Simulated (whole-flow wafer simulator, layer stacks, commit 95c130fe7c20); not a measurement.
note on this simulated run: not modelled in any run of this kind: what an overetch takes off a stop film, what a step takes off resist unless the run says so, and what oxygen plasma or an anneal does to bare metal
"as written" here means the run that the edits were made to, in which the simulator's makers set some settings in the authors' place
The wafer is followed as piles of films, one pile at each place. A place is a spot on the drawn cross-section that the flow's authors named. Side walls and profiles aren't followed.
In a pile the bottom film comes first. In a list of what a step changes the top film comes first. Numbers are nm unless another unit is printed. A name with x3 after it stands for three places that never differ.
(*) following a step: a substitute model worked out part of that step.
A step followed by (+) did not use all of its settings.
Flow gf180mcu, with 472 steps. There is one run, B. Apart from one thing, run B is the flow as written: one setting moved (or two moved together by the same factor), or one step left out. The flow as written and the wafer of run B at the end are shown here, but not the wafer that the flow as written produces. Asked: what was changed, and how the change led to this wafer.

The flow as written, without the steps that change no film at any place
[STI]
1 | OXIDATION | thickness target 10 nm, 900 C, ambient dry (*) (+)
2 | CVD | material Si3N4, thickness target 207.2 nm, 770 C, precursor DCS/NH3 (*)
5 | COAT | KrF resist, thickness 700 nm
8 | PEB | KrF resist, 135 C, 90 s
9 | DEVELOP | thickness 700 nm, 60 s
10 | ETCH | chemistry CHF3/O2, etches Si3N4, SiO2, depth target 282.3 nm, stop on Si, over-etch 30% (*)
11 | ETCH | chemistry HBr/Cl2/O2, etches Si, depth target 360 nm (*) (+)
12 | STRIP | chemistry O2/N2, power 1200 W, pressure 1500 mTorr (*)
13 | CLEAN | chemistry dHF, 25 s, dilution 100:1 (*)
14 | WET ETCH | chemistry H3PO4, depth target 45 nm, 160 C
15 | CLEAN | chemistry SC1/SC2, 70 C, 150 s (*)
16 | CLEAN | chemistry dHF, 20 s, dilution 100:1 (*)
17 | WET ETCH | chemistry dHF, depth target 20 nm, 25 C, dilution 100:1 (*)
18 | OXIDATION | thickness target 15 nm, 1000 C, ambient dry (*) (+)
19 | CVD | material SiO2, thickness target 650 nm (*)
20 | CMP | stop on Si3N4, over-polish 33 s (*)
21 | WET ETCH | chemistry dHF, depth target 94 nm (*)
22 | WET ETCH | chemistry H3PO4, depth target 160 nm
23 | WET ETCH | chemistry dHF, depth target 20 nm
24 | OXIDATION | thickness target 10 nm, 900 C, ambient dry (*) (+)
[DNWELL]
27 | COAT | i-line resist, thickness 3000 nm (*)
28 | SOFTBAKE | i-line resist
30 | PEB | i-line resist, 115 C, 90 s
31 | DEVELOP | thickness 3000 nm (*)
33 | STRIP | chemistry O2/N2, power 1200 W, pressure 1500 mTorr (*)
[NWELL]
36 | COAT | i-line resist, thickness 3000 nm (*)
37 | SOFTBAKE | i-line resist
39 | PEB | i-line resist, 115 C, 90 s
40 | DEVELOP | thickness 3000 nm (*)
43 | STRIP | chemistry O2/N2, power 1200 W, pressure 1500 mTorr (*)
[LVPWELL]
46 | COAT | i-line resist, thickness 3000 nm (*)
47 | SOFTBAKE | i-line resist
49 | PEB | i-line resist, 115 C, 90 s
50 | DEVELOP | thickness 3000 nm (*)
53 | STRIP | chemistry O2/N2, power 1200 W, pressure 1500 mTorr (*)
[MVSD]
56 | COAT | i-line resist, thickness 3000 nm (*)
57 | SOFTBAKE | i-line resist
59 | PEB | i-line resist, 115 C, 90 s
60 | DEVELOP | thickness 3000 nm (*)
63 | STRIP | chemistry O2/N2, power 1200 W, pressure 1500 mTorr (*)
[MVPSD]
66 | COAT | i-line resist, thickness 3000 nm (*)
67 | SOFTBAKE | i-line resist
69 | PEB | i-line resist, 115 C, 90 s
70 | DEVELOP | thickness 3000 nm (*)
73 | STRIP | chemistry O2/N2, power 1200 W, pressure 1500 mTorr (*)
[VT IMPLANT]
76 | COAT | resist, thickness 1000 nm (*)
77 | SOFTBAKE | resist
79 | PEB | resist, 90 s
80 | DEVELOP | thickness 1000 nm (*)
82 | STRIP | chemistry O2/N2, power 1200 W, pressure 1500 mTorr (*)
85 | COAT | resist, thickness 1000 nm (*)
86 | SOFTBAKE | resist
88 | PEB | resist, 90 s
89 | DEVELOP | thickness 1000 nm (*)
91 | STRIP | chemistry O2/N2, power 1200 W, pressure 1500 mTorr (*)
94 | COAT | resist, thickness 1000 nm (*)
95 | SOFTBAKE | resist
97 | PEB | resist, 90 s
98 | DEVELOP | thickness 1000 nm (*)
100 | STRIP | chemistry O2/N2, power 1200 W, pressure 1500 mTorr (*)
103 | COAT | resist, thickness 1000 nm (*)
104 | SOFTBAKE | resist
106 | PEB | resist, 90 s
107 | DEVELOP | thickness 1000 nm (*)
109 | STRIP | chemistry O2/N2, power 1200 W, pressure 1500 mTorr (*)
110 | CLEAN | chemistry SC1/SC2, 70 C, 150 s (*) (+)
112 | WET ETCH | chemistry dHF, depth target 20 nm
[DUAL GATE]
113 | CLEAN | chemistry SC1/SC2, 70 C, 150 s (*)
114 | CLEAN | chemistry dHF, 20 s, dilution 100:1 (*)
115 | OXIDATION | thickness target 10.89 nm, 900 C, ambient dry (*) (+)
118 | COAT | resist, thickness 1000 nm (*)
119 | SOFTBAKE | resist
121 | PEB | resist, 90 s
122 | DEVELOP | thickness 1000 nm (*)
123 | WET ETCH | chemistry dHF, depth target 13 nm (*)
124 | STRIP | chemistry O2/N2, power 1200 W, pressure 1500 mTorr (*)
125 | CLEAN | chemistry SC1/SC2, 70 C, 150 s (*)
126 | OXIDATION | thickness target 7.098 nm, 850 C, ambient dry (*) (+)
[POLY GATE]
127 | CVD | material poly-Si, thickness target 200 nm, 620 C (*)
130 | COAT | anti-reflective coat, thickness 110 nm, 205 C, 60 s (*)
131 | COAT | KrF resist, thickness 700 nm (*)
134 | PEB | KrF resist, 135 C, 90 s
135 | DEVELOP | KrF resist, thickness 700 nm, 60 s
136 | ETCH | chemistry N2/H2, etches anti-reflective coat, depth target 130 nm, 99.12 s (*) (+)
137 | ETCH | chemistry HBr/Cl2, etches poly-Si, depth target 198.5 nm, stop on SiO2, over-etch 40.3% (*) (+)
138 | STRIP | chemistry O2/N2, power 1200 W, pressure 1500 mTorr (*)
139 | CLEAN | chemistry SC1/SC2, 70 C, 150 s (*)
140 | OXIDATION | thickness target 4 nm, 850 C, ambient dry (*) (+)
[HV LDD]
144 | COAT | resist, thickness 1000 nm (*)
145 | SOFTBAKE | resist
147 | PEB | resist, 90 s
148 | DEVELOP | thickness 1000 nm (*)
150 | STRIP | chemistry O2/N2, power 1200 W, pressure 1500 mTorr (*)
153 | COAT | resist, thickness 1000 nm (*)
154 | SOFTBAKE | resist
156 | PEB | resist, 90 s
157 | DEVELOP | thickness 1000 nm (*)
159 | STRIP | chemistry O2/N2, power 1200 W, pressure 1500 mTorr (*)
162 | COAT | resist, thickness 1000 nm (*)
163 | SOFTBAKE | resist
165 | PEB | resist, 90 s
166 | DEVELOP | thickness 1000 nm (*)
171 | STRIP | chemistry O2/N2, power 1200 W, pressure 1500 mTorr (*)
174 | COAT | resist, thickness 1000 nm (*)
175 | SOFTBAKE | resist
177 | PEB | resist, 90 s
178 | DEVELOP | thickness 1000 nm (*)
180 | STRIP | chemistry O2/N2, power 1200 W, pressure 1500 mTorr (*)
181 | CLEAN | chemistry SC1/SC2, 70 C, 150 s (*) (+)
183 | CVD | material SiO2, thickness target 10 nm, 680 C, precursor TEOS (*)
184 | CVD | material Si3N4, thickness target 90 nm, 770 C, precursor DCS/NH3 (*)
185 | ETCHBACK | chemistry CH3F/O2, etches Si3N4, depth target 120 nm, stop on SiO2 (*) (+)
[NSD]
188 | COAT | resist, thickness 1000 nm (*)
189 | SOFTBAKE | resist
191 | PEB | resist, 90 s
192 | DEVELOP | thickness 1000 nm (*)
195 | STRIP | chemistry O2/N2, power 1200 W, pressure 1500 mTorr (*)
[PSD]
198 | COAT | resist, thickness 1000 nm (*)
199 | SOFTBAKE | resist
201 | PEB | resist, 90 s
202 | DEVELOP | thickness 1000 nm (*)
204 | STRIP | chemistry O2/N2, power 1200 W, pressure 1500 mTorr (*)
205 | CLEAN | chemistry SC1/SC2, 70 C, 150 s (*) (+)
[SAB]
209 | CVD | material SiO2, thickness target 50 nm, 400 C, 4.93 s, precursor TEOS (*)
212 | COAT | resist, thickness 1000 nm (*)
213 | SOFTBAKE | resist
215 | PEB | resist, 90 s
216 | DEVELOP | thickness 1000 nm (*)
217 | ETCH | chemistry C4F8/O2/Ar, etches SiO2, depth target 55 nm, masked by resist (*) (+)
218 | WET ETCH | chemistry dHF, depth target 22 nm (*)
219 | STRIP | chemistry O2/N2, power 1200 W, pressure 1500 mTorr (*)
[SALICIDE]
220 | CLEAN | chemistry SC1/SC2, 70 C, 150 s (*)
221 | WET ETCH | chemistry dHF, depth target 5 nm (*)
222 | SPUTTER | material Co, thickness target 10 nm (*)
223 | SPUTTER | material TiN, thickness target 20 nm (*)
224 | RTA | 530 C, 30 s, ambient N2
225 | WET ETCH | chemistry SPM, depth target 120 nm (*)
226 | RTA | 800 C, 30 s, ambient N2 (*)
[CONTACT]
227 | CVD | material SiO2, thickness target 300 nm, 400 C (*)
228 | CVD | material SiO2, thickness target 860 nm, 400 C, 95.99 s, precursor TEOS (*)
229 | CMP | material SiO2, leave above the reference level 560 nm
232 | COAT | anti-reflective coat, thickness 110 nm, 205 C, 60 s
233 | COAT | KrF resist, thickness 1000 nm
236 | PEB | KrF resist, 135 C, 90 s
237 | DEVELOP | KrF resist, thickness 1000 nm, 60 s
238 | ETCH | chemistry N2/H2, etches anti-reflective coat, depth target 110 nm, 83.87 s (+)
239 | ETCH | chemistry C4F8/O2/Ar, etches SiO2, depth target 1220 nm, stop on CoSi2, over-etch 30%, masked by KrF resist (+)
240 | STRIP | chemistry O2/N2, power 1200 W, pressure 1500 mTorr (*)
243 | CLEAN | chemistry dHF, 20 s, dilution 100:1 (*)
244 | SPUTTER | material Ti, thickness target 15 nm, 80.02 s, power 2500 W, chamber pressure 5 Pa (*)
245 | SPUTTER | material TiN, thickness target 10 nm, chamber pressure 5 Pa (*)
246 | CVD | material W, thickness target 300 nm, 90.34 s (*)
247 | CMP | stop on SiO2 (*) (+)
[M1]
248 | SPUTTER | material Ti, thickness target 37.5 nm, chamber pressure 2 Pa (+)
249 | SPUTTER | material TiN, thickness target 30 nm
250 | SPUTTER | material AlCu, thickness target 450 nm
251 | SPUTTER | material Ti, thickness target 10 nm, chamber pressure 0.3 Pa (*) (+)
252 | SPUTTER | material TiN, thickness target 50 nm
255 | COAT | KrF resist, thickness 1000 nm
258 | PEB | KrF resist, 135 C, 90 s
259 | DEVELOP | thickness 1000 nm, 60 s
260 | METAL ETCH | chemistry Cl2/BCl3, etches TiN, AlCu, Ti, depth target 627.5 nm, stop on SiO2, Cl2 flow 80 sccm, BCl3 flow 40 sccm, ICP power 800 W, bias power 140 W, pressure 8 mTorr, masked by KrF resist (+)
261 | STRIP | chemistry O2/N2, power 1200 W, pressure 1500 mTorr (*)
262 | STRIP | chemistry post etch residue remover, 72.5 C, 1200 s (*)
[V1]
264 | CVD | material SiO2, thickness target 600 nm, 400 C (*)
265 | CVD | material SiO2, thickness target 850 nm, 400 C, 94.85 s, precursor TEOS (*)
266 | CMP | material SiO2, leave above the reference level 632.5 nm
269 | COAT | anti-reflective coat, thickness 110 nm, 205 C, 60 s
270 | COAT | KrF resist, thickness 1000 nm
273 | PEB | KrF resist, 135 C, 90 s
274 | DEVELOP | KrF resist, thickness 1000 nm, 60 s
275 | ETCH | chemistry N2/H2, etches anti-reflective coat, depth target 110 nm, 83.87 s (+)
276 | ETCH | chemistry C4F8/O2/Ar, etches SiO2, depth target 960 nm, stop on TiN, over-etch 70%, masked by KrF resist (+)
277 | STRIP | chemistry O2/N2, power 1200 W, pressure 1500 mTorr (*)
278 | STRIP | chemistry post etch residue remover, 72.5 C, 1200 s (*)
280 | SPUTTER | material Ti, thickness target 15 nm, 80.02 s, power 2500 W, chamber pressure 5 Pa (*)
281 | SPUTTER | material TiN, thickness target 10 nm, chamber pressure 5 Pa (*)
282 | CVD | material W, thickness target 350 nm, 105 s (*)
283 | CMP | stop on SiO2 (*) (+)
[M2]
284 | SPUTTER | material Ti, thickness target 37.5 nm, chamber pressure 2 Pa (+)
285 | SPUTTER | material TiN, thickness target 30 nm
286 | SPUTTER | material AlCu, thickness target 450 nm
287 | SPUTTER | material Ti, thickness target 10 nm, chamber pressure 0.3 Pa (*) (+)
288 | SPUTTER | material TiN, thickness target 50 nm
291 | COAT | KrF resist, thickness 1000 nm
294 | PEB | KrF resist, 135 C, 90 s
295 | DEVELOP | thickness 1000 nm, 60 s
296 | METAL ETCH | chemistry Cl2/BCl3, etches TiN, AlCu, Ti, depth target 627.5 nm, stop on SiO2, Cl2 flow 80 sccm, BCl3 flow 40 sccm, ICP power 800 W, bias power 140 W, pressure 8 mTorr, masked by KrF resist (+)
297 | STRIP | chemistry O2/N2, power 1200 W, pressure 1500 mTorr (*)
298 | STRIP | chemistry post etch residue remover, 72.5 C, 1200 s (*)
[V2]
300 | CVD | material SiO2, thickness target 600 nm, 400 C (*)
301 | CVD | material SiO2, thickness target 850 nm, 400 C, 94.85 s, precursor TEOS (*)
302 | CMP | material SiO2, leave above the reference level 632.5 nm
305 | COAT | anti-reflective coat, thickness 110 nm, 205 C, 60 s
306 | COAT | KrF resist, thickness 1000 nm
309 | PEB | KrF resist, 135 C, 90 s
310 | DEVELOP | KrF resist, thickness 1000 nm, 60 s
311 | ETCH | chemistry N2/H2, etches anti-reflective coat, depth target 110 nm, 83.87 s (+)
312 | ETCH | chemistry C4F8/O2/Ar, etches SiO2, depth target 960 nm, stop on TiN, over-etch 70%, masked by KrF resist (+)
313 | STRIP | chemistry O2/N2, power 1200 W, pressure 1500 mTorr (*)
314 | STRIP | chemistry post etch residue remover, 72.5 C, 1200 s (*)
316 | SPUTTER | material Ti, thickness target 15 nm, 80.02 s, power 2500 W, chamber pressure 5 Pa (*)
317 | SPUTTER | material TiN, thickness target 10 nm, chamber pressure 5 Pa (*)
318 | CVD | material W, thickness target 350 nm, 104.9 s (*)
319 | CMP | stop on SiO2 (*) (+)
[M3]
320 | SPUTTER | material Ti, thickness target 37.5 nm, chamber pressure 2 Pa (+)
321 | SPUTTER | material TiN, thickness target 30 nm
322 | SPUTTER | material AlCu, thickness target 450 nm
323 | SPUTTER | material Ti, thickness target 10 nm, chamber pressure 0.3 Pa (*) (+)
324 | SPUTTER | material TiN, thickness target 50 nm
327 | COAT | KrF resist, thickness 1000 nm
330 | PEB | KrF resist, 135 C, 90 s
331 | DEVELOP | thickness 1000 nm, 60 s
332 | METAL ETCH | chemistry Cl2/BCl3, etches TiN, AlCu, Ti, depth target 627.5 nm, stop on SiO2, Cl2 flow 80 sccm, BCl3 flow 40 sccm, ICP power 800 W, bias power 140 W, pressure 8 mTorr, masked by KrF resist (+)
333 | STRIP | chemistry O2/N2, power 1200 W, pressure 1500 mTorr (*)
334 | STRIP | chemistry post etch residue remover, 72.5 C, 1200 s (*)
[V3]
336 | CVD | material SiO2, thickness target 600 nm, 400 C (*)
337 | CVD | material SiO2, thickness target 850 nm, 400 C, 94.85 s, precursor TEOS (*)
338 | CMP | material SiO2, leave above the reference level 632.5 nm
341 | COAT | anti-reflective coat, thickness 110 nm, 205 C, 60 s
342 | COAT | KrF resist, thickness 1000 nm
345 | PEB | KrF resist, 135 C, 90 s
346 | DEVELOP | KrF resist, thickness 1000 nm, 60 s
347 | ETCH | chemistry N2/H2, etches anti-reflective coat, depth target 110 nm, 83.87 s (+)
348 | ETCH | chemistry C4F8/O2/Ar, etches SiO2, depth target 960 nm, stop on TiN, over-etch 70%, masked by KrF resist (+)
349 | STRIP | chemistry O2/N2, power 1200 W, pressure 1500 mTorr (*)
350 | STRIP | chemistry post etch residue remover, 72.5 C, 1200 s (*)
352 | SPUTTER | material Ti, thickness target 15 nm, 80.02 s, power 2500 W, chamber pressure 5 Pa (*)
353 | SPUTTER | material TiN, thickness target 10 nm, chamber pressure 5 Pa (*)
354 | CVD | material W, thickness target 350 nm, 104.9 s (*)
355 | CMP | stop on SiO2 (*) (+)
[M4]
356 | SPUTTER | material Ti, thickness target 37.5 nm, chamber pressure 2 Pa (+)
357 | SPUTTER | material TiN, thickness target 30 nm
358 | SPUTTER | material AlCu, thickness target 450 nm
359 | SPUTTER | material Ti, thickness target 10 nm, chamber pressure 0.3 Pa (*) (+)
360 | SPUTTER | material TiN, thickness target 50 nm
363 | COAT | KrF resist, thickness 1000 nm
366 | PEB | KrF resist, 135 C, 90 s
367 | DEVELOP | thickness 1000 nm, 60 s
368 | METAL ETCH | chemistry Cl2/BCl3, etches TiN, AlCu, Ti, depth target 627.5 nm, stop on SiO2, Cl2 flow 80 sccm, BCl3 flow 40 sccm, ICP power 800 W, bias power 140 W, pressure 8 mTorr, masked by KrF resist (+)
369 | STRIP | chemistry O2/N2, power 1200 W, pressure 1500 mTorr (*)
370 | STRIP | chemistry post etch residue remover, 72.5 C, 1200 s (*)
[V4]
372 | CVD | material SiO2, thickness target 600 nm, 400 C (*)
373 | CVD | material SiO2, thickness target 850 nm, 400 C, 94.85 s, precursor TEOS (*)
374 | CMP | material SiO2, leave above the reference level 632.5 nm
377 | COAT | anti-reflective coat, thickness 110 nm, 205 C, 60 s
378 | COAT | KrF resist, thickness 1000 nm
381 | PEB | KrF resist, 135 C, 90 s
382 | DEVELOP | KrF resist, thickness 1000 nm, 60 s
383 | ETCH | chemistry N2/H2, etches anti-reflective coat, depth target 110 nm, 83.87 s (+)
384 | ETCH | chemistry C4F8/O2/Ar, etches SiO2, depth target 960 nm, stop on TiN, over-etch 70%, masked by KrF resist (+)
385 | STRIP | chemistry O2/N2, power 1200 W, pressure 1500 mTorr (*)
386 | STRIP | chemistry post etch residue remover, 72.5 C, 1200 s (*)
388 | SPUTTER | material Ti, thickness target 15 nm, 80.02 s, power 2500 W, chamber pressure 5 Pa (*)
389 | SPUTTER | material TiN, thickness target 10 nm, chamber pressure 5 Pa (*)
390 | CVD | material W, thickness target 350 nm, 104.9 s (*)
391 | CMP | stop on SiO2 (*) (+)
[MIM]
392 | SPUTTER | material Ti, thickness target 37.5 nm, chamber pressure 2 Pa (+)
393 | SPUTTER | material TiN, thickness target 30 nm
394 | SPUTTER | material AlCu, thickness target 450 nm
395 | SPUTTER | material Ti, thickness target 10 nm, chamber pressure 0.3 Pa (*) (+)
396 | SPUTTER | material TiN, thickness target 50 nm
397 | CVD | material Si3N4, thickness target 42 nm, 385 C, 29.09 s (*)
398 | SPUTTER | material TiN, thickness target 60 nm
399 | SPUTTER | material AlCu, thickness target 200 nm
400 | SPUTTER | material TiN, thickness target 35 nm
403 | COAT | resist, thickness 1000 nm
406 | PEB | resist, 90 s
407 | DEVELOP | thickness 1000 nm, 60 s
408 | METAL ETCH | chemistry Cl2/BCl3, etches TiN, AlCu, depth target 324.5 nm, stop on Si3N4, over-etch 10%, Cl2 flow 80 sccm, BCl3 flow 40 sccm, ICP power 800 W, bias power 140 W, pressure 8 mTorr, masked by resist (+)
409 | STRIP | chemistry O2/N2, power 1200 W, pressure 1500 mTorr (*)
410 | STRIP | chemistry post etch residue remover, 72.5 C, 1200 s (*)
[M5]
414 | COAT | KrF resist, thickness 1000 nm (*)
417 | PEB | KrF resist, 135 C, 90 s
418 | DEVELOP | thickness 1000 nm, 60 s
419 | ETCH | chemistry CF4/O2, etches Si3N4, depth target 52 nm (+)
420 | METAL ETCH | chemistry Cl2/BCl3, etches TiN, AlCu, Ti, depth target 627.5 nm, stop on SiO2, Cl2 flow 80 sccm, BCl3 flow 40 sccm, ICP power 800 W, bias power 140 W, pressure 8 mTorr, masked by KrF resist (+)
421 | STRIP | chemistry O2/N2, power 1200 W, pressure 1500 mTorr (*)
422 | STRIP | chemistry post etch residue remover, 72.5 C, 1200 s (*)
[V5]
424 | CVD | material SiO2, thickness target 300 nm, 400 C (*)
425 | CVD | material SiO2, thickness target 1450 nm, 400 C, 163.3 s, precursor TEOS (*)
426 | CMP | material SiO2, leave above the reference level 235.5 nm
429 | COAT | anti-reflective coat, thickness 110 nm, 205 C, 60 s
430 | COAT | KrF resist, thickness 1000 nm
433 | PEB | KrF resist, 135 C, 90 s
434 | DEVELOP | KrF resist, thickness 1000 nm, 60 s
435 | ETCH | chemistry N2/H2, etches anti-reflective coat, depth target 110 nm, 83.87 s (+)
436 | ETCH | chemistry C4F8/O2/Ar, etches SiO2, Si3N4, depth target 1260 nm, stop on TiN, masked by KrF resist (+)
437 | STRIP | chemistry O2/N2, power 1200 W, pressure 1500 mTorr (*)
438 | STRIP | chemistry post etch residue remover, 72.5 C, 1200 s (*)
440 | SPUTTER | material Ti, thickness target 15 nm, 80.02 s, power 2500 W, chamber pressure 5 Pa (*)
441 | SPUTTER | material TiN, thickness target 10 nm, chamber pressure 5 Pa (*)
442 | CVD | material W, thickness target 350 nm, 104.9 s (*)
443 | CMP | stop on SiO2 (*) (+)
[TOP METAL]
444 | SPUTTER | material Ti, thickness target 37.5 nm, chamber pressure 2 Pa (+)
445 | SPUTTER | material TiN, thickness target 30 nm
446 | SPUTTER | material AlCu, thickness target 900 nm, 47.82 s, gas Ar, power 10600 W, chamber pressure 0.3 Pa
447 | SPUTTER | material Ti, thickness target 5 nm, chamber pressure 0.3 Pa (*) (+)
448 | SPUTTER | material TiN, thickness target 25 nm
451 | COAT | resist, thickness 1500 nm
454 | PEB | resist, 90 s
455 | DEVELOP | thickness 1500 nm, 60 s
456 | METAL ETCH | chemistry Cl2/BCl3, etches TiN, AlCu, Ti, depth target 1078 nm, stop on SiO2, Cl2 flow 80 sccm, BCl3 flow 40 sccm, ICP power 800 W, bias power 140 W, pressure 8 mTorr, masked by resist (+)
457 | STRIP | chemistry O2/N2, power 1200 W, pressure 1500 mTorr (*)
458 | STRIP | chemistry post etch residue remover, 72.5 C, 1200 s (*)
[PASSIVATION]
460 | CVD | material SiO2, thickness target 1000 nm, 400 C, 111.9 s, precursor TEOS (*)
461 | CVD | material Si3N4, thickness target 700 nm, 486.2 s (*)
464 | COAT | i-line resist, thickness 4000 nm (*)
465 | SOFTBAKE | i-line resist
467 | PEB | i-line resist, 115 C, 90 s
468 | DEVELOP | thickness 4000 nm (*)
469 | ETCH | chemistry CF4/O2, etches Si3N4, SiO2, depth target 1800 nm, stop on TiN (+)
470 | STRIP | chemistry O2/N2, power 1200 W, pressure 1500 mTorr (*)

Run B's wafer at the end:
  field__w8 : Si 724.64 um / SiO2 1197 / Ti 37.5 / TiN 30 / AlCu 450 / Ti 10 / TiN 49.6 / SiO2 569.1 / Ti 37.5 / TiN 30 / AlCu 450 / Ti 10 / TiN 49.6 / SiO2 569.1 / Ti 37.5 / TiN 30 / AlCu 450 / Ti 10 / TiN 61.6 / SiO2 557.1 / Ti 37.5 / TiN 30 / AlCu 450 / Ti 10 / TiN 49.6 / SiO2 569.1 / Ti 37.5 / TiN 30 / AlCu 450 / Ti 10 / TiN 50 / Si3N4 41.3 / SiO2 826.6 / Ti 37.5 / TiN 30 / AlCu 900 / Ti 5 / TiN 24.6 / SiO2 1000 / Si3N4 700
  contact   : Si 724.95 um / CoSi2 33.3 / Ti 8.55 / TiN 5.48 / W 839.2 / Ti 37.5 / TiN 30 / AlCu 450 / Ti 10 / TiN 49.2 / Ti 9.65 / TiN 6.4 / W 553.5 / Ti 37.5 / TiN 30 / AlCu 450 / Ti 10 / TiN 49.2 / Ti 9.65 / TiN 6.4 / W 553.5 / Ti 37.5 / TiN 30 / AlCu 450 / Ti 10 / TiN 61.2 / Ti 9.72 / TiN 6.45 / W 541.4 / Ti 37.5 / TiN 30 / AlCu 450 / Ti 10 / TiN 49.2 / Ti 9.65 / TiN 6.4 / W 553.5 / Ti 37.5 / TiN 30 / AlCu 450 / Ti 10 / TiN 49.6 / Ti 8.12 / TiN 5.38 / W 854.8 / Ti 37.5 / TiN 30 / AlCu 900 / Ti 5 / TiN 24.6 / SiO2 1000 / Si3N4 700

What caused this: step 324, SPUTTER: thickness target 62 nm was run, though the flow has thickness target 50 nm.

Step by step, how the change led to this:
  324 | SPUTTER | material TiN, thickness target 50 nm
      field, field__w1, field__w2 and 108 more: TiN gains 62 (new film) (in the flow as written it would be: TiN gains 50 (new film))
  332 | METAL ETCH | chemistry Cl2/BCl3, etches TiN, AlCu, Ti, depth target 627.5 nm, stop on SiO2, Cl2 flow 80 sccm, BCl3 flow 40 sccm, ICP power 800 W, bias power 140 W, pressure 8 mTorr, masked by KrF resist (+)
      field, field__w1, field__w2 and 103 more: TiN loses 62 (all of it), Ti loses 10 (all of it), AlCu loses 450 (all of it), TiN loses 30 (all of it), Ti loses 37.5 (all of it) (in the flow as written it would be: TiN loses 50 (all of it), Ti loses 10 (all of it), AlCu loses 450 (all of it), TiN loses 30 (all of it), Ti loses 37.5 (all of it))
  348 | ETCH | chemistry C4F8/O2/Ar, etches SiO2, depth target 960 nm, stop on TiN, over-etch 70%, masked by KrF resist (+)
      contact: SiO2 loses 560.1 (all of it) (in the flow as written it would be: SiO2 loses 572.1 (all of it))
